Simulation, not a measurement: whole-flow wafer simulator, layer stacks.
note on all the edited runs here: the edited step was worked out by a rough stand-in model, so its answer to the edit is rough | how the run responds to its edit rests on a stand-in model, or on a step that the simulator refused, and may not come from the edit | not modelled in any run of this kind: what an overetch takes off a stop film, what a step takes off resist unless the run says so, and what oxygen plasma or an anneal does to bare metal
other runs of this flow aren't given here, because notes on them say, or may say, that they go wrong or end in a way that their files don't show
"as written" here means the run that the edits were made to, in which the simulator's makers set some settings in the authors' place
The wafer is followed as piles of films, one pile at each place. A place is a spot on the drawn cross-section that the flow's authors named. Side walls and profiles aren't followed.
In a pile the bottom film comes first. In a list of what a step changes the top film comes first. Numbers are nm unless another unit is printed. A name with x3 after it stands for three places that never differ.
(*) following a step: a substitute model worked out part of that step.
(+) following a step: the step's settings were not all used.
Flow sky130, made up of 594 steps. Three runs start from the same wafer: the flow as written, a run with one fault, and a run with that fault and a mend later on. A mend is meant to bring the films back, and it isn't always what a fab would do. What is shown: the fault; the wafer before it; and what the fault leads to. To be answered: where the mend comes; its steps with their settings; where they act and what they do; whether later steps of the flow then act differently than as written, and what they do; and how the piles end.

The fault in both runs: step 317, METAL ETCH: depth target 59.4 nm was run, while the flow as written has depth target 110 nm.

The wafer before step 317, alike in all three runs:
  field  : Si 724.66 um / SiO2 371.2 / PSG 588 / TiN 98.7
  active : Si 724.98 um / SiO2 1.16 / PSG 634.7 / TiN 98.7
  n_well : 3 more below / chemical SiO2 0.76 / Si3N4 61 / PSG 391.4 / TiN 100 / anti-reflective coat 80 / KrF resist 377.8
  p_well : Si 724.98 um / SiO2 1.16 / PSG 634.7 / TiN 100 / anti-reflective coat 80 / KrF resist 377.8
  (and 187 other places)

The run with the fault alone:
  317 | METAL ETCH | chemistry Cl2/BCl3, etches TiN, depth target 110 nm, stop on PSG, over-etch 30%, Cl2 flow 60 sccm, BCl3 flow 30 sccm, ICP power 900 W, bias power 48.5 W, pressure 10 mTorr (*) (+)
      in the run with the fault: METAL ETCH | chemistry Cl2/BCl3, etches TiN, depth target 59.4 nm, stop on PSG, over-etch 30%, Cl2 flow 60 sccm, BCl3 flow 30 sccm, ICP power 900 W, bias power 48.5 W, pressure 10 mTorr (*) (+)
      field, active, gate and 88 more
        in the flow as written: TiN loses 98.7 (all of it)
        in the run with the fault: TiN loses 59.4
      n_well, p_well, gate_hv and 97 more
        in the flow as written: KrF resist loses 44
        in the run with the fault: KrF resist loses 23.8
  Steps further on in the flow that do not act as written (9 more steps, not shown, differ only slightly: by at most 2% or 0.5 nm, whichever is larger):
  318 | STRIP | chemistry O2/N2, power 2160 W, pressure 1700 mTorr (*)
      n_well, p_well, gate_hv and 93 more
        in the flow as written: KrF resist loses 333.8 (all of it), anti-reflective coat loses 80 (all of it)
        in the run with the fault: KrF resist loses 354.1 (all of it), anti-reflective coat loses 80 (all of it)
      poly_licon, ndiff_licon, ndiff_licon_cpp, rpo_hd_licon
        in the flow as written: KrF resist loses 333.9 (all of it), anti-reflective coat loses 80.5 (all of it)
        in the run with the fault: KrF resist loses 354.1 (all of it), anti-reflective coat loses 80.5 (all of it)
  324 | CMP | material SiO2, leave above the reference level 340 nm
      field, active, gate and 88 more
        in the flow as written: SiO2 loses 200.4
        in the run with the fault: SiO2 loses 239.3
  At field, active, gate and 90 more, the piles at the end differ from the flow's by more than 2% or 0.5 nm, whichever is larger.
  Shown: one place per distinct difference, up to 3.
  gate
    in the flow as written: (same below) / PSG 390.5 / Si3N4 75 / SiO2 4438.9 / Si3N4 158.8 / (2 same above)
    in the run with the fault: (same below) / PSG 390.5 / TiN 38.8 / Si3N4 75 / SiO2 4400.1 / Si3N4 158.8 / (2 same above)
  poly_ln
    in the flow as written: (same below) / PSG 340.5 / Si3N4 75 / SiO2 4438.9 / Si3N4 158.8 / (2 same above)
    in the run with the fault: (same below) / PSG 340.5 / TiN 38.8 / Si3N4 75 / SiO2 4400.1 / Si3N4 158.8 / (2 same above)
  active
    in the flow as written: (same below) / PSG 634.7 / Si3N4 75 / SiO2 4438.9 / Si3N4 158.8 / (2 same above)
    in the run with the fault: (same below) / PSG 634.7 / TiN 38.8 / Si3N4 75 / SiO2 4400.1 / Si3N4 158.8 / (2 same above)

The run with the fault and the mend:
  The mend stands after step 317.
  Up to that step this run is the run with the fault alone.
  317a | METAL ETCH | chemistry Cl2/BCl3, etches TiN, depth target 50.6 nm, stop on PSG, over-etch 30%, Cl2 flow 60 sccm, BCl3 flow 30 sccm, ICP power 900 W, bias power 48.5 W, pressure 10 mTorr (*) (+) (a further turn of the flow's step 317, with different settings)
      n_well, p_well, gate_hv and 97 more
        KrF resist loses 20.2
      field, active, gate and 88 more
        TiN loses 39.3 (all of it)
  Every later step of the flow that is run acts as written at every place that is followed.
  The piles end the same as the flow's at every place that both follow.
